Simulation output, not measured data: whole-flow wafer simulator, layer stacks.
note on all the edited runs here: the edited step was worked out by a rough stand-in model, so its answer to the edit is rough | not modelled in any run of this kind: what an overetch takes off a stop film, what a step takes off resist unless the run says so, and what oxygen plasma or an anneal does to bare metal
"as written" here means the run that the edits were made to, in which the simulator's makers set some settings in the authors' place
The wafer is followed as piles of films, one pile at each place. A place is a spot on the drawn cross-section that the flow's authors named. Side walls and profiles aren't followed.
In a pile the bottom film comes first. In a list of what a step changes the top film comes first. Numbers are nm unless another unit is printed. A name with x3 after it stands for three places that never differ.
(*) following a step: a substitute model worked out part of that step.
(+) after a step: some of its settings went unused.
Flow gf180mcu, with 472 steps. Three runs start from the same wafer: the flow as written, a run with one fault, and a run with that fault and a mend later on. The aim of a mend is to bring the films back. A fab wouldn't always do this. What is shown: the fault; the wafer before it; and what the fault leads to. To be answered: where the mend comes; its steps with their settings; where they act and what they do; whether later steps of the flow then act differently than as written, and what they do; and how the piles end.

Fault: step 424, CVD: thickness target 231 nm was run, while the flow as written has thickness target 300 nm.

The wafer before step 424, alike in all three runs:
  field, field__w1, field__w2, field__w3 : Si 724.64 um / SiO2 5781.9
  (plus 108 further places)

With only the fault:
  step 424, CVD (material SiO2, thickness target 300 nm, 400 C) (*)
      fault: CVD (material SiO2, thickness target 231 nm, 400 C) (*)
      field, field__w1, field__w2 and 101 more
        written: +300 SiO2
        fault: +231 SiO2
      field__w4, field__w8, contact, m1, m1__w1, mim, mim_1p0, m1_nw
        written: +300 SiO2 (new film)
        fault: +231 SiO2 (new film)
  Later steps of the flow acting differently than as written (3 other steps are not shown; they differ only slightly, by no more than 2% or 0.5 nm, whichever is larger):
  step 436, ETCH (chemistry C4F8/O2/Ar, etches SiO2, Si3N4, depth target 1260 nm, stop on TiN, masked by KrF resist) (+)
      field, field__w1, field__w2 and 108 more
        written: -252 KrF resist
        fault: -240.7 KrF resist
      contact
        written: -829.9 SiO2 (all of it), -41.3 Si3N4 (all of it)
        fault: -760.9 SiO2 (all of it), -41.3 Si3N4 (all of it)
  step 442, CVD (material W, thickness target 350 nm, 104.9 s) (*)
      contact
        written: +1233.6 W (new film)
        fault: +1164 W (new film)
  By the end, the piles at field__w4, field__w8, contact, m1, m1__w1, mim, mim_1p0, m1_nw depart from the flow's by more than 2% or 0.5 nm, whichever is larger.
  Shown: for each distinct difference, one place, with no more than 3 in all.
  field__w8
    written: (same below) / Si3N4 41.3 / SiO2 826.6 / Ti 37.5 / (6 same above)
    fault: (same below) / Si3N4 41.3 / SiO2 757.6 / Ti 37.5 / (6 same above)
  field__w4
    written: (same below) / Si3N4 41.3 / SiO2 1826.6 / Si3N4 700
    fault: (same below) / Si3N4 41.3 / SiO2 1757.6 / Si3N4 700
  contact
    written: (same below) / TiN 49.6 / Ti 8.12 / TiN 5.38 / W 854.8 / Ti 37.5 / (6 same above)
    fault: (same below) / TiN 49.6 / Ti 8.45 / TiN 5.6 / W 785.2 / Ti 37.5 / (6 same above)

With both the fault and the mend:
  The mend stands after step 424.
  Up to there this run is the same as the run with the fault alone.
  step 424a, CVD (material SiO2, thickness target 69 nm, 400 C) (*) (a further turn of the flow's step 424, with different settings)
      field, field__w1, field__w2 and 109 more
        +69 SiO2
  Every later step of the flow that is run acts as written at every place that is followed.
  At every place that both follow, the piles at the end match the flow's.
